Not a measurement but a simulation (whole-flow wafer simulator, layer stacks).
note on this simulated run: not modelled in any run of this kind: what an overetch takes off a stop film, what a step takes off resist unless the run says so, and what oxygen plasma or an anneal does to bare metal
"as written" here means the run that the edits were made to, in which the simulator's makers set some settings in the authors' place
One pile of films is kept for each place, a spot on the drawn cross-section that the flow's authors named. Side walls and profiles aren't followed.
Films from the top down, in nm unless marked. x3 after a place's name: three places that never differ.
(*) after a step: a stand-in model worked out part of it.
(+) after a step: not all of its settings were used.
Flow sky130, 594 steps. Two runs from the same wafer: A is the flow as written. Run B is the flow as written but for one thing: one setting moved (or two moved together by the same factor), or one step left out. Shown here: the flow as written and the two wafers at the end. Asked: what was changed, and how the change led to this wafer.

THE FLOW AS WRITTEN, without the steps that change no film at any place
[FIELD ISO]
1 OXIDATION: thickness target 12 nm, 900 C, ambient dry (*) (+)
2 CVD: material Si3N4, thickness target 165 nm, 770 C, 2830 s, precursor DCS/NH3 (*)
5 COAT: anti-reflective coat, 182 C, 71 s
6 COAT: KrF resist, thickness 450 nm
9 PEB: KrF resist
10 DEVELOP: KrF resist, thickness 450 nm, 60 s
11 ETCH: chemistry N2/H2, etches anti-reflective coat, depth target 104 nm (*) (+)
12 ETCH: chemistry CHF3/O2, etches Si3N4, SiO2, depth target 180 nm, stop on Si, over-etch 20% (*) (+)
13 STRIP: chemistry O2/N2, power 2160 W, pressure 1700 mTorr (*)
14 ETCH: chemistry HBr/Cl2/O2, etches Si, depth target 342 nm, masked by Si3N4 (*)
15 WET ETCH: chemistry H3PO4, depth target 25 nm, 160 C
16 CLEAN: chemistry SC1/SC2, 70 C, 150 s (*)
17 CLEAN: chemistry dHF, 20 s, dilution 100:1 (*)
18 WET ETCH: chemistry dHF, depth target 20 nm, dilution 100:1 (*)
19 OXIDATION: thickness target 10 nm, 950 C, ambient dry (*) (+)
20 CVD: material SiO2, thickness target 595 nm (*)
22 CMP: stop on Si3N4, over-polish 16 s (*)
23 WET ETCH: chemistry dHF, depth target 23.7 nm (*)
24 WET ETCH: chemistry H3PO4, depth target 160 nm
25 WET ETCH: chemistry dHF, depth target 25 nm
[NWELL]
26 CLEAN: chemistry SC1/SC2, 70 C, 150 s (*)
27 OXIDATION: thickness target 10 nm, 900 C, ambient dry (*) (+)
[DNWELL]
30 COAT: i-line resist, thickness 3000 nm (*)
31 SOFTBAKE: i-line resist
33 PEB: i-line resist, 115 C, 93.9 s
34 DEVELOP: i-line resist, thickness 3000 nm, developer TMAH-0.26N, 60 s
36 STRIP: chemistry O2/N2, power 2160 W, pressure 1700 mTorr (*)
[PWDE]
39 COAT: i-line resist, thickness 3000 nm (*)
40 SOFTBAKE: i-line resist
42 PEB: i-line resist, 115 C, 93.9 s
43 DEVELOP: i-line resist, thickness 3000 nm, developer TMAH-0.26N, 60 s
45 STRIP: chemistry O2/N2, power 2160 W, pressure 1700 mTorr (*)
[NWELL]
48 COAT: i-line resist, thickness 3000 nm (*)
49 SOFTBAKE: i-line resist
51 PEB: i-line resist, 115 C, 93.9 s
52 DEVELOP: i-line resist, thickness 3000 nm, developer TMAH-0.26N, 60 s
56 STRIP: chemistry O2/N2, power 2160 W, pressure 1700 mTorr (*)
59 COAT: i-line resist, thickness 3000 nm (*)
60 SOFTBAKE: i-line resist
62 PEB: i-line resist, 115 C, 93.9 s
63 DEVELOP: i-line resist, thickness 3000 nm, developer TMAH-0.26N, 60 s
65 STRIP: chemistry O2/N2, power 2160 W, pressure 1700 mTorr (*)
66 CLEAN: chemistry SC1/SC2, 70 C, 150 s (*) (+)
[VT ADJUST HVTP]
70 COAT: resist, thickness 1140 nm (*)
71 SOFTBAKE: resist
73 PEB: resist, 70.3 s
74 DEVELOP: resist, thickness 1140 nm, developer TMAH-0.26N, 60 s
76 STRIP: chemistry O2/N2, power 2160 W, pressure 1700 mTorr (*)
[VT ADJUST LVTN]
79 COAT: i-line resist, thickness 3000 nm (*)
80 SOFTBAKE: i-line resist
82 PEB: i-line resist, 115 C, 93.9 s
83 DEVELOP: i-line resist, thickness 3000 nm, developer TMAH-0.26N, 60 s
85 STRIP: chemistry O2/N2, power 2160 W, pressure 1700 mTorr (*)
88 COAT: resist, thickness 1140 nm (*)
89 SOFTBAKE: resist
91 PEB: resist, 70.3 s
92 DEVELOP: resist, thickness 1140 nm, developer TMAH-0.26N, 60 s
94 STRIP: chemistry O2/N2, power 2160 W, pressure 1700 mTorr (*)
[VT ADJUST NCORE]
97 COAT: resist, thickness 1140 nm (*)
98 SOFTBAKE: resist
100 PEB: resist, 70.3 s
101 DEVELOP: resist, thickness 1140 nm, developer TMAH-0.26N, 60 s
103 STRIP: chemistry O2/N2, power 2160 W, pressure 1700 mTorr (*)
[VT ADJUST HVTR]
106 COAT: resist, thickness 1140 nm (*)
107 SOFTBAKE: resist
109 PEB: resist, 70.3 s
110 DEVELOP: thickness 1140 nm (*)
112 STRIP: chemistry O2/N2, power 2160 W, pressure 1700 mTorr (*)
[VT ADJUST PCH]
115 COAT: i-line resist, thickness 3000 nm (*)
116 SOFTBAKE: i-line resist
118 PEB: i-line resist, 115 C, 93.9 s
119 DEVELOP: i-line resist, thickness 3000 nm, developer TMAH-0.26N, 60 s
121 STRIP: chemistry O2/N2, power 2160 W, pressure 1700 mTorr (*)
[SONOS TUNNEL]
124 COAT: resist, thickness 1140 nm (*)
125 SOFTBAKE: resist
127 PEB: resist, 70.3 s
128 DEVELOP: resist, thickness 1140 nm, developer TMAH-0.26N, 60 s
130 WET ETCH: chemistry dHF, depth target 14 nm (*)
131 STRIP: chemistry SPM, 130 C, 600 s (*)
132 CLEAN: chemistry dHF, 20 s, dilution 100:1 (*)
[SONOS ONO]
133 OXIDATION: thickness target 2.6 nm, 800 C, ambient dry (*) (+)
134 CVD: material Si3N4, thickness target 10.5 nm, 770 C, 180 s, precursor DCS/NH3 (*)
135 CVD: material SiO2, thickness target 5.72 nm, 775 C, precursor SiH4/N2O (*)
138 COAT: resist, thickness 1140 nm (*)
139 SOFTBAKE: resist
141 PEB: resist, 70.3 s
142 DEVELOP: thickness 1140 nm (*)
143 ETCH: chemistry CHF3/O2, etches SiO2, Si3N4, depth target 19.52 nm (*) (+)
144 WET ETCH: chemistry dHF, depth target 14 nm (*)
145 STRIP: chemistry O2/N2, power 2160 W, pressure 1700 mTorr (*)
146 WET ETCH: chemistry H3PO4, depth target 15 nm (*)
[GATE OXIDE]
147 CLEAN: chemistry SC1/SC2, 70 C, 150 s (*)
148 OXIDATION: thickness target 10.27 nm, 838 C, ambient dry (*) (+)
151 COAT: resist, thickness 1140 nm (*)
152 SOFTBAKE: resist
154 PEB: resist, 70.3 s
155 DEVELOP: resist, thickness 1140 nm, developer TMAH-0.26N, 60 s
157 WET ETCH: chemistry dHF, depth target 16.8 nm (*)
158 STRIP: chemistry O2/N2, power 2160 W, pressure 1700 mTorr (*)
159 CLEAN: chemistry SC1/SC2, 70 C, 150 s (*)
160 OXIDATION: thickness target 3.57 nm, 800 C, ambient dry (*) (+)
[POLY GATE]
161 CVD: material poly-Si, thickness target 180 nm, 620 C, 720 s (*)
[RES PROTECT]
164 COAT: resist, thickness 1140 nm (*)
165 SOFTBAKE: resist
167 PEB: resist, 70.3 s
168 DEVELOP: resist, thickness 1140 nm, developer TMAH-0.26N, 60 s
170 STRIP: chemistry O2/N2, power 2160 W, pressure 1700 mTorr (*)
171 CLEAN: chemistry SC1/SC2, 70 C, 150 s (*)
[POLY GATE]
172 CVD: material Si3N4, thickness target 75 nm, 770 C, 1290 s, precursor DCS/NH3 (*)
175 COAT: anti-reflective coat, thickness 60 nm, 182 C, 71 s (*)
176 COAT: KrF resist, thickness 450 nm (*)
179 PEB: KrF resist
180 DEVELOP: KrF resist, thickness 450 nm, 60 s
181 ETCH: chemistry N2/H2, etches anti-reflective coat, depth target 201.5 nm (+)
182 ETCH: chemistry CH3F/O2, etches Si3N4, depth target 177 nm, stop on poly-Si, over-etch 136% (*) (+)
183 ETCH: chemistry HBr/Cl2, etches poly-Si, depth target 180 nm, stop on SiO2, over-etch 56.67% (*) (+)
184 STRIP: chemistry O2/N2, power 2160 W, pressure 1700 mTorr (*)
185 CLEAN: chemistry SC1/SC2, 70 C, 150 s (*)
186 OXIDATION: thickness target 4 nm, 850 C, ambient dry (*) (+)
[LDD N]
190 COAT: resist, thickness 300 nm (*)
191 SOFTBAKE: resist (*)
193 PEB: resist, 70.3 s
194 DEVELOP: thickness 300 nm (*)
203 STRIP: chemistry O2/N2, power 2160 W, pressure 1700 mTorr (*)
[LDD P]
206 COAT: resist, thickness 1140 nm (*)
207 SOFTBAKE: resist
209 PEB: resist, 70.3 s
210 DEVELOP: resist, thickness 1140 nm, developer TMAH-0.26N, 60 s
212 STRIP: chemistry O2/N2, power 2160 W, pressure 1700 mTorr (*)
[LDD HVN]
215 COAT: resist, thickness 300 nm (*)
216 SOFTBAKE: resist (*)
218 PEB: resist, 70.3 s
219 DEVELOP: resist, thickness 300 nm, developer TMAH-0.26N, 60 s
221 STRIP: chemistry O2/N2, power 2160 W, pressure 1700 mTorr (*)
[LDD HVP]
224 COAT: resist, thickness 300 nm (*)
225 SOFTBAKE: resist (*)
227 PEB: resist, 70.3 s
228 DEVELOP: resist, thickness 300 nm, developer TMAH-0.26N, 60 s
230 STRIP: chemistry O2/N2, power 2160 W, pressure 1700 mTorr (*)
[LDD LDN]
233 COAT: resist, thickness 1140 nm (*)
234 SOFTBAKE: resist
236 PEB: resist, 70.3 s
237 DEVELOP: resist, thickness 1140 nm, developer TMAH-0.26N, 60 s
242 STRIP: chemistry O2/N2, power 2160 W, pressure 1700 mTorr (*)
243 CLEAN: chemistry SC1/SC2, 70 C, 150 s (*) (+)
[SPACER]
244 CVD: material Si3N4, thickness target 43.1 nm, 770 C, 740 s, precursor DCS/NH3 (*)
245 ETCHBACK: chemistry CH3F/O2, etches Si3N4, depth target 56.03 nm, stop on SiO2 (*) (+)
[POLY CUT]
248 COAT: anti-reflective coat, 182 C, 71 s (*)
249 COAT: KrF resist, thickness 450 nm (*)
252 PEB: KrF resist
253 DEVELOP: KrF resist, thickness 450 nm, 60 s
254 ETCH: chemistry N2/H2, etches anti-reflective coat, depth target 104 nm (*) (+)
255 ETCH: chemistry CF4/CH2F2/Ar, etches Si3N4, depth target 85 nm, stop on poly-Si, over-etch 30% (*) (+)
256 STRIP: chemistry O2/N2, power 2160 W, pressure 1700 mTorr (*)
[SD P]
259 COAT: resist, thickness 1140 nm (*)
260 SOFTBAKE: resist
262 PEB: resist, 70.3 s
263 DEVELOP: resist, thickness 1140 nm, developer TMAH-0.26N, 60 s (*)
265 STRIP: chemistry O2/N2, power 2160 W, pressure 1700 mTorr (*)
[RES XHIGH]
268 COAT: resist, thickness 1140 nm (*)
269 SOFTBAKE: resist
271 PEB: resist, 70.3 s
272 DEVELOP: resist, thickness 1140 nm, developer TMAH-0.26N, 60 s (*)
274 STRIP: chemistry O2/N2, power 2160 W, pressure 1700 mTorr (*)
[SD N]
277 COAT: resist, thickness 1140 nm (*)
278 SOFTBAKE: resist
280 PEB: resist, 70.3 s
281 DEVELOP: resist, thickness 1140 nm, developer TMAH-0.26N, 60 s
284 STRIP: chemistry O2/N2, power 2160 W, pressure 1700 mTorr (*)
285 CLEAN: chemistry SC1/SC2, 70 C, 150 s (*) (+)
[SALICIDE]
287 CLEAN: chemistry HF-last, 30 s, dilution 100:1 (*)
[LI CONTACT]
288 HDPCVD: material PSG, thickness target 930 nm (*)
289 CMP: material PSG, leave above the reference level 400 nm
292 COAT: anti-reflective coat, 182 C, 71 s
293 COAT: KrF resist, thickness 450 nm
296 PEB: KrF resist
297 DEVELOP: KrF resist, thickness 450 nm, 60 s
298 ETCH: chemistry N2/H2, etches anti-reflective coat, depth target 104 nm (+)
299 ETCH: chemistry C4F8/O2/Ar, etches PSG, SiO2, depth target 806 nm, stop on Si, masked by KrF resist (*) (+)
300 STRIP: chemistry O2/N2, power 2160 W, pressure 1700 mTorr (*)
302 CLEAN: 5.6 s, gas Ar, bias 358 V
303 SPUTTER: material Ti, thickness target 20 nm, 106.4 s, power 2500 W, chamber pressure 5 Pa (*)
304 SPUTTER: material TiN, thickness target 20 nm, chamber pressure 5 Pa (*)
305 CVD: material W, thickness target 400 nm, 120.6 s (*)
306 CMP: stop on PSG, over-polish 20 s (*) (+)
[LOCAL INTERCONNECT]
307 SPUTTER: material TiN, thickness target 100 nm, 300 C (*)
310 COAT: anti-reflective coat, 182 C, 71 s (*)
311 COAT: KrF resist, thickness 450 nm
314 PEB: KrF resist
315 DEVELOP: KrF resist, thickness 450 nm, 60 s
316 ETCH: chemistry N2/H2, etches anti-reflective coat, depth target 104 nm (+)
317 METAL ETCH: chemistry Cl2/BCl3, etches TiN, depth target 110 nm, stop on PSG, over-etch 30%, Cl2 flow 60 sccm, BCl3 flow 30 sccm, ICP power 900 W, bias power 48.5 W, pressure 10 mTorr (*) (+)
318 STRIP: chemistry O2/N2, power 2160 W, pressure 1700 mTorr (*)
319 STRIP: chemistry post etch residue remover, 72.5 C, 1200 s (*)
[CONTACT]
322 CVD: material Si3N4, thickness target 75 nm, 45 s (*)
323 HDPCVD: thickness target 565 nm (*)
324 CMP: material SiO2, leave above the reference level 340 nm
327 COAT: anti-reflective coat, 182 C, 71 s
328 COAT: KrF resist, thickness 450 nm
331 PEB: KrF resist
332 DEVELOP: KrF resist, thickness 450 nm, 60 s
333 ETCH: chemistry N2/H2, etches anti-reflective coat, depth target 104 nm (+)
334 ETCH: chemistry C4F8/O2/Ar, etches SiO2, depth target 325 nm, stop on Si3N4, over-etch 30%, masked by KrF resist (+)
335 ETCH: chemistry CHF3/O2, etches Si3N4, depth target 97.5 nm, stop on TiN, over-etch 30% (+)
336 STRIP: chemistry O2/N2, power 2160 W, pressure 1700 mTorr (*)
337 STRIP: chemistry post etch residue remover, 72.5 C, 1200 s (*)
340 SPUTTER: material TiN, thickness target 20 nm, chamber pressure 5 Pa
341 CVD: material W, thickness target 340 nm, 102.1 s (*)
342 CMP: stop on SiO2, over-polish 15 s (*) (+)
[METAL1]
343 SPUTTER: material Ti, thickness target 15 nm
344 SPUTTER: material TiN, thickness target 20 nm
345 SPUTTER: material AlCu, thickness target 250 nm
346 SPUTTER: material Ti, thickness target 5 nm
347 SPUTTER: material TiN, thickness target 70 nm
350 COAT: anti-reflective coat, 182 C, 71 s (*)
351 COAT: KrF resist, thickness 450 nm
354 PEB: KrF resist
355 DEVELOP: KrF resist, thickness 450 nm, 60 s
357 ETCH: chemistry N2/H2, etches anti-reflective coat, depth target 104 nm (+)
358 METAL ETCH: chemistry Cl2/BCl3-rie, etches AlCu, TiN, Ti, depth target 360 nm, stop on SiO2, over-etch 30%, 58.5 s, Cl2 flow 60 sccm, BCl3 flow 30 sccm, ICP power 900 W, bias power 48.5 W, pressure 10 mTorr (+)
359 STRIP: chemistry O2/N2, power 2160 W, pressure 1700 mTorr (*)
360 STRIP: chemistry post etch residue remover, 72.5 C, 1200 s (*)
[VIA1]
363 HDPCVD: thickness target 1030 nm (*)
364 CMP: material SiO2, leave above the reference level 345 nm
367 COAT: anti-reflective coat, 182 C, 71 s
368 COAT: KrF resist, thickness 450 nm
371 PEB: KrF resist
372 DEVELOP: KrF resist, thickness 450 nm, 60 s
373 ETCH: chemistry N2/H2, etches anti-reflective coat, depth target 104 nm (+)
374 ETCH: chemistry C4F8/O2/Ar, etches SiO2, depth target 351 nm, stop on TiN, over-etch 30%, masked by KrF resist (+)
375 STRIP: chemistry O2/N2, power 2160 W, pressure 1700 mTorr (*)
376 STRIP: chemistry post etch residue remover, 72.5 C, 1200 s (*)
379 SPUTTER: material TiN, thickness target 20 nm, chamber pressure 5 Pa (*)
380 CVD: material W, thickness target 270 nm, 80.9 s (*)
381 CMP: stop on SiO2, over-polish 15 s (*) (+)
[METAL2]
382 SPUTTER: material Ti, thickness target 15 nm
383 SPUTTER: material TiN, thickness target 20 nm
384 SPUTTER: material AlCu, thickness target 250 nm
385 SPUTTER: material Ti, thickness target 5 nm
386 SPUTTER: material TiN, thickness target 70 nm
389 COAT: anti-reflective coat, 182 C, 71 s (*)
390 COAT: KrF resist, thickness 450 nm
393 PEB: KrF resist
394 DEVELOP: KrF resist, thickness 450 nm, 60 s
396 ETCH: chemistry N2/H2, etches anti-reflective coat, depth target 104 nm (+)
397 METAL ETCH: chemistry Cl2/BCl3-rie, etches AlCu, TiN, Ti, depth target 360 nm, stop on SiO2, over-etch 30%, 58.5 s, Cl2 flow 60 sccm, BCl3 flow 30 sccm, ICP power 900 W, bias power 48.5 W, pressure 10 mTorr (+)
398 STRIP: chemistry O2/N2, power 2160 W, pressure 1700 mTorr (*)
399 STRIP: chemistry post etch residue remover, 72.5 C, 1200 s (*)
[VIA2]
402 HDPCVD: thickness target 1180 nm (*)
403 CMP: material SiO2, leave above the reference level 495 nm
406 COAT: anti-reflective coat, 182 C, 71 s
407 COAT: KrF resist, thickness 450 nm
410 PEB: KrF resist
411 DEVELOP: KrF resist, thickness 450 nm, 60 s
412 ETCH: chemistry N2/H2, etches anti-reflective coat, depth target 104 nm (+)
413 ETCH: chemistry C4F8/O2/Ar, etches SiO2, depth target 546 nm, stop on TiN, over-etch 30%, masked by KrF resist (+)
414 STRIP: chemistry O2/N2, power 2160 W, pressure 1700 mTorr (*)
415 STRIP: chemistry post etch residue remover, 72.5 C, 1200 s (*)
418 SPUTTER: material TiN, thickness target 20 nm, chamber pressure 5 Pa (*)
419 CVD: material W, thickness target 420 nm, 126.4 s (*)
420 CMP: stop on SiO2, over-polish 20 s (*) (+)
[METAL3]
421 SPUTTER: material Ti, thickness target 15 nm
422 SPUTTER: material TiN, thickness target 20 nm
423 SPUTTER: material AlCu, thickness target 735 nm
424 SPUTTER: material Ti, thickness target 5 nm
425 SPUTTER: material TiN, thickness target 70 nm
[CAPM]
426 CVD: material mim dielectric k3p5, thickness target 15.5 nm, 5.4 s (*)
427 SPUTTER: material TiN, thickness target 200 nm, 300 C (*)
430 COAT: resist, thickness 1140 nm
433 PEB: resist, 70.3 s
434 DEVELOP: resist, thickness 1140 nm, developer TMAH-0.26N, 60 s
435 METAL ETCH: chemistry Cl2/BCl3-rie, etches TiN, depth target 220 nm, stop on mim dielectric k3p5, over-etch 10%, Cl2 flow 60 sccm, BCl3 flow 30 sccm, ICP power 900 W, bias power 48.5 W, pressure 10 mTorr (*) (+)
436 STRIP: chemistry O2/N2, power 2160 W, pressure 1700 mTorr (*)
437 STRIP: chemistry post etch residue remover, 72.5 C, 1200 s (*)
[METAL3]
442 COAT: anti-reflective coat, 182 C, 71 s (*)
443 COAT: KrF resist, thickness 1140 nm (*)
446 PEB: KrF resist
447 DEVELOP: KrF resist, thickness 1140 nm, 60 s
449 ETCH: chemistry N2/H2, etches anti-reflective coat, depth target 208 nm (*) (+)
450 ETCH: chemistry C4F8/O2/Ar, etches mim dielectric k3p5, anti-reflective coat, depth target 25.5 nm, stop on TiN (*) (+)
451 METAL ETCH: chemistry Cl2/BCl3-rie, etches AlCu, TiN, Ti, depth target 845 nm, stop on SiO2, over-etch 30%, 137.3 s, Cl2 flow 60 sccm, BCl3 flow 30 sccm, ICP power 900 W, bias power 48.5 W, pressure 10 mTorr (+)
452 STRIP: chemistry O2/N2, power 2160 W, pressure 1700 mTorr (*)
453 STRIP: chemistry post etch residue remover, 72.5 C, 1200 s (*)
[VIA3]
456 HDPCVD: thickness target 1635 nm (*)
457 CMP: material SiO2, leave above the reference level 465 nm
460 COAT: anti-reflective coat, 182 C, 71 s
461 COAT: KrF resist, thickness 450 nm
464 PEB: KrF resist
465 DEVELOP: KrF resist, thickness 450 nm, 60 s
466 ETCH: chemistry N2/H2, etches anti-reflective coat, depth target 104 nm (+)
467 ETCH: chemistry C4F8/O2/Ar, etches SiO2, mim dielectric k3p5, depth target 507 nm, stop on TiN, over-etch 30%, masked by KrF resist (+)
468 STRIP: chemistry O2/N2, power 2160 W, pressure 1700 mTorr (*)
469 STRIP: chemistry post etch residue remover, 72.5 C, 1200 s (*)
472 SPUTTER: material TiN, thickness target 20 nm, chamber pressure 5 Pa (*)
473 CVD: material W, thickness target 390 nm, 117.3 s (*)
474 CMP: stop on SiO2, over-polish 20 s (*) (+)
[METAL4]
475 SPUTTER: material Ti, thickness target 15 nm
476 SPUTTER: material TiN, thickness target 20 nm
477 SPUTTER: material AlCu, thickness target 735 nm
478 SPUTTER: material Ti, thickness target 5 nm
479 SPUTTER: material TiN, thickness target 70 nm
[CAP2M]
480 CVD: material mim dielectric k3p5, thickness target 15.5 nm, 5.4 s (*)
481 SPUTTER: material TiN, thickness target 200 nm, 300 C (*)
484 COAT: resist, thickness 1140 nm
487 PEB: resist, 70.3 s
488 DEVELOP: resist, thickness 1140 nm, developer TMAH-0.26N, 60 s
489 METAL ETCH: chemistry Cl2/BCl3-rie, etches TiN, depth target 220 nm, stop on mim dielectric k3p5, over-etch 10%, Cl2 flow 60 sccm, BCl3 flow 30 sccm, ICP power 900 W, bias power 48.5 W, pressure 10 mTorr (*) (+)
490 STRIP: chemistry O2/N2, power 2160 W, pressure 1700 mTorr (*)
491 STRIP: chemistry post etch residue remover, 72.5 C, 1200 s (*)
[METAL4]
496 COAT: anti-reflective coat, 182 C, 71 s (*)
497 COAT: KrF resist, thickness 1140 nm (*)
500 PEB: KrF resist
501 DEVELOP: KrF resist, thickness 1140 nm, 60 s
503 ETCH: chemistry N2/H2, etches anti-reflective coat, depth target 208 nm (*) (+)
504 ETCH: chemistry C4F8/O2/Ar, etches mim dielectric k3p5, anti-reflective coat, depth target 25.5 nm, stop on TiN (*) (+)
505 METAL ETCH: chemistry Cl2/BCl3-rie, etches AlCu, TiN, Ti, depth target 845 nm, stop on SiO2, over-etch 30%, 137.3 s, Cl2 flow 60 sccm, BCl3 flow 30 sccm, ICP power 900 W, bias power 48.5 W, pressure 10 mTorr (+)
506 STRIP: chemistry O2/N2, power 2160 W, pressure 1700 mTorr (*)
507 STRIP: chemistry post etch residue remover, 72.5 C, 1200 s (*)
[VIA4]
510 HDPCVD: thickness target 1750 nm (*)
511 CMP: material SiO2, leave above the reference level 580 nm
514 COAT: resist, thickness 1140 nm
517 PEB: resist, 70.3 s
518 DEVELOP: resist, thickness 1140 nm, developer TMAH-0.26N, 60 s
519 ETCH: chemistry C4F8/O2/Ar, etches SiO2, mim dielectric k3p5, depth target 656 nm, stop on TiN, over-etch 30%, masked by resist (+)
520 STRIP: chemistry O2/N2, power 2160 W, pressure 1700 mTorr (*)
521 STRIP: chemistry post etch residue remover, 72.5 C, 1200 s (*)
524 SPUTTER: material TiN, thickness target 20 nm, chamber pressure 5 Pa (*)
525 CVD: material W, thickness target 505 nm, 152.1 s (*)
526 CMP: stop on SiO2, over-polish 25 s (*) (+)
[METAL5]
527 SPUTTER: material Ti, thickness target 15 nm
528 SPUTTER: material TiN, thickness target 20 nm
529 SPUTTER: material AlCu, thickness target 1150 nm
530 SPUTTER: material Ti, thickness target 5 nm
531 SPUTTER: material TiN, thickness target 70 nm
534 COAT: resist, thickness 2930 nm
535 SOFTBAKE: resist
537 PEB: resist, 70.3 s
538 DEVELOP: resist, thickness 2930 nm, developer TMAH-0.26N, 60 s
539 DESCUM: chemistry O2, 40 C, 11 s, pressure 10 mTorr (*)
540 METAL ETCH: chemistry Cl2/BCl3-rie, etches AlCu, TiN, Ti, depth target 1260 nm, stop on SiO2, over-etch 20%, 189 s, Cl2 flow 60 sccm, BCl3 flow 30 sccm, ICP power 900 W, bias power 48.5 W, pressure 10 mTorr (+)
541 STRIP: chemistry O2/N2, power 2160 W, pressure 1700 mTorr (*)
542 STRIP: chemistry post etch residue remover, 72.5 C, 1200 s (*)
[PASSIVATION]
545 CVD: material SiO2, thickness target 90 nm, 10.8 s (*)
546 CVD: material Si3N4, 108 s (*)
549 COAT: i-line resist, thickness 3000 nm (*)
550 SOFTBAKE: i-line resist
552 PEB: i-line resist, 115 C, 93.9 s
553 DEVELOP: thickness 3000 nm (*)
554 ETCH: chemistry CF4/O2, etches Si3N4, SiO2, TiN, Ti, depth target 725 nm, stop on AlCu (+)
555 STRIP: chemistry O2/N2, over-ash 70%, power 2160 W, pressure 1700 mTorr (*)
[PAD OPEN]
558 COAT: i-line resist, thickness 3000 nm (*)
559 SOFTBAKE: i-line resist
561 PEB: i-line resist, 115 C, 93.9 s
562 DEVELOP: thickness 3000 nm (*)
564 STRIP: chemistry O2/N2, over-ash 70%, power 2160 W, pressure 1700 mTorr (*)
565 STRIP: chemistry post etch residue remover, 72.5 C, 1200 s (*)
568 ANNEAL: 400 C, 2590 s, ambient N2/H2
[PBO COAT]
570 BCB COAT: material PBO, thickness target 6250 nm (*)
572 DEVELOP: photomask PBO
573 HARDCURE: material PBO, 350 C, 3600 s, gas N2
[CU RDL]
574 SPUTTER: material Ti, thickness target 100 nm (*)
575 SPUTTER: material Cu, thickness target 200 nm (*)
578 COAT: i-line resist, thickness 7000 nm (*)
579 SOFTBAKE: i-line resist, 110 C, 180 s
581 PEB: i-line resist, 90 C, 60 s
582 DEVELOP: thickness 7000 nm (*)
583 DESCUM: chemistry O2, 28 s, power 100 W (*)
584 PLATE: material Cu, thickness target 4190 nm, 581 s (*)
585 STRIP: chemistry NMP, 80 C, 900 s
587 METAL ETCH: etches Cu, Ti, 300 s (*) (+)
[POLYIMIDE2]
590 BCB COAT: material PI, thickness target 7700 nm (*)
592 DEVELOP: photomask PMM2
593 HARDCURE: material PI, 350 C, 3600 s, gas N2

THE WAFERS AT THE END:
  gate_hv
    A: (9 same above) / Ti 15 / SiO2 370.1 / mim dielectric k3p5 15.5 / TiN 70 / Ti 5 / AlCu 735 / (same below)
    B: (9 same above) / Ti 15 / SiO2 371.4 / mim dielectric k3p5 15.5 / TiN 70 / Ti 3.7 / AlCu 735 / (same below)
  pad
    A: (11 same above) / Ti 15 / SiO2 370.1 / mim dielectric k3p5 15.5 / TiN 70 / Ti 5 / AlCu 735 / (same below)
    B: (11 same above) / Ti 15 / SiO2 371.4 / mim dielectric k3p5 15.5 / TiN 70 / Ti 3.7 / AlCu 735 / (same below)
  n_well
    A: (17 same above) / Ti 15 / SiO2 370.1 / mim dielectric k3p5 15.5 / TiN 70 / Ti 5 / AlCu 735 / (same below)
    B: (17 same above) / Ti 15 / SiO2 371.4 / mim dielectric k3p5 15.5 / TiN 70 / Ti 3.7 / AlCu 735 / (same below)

The cause: step 424, SPUTTER: thickness target 3.7 nm was run, where the flow has thickness target 5 nm.
It can be read off the wafer: gate_hv has Ti 3.7, and step 424 as written asks for 5 nm.

How the change led to this, step by step:
  424 SPUTTER: material Ti, thickness target 5 nm
      field, active, n_well and 188 more: A Ti +5 (new film) | B Ti +3.7 (new film)
  451 METAL ETCH: chemistry Cl2/BCl3-rie, etches AlCu, TiN, Ti, depth target 845 nm, stop on SiO2, over-etch 30%, 137.3 s, Cl2 flow 60 sccm, BCl3 flow 30 sccm, ICP power 900 W, bias power 48.5 W, pressure 10 mTorr (+)
      field, gate, spacer and 68 more: A TiN -70 (all of it), Ti -5 (all of it), AlCu -735 (all of it), TiN -20 (all of it), Ti -15 (all of it), SiO2 -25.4 | B TiN -70 (all of it), Ti -3.7 (all of it), AlCu -735 (all of it), TiN -20 (all of it), Ti -15 (all of it), SiO2 -25.5
      active, vpp_ln, vpp_iso2 and 11 more: A TiN -70 (all of it), Ti -5 (all of it), AlCu -735 (all of it), TiN -20 (all of it), Ti -15 (all of it), SiO2 -25.3 | B TiN -70 (all of it), Ti -3.7 (all of it), AlCu -735 (all of it), TiN -20 (all of it), Ti -15 (all of it), SiO2 -25.5
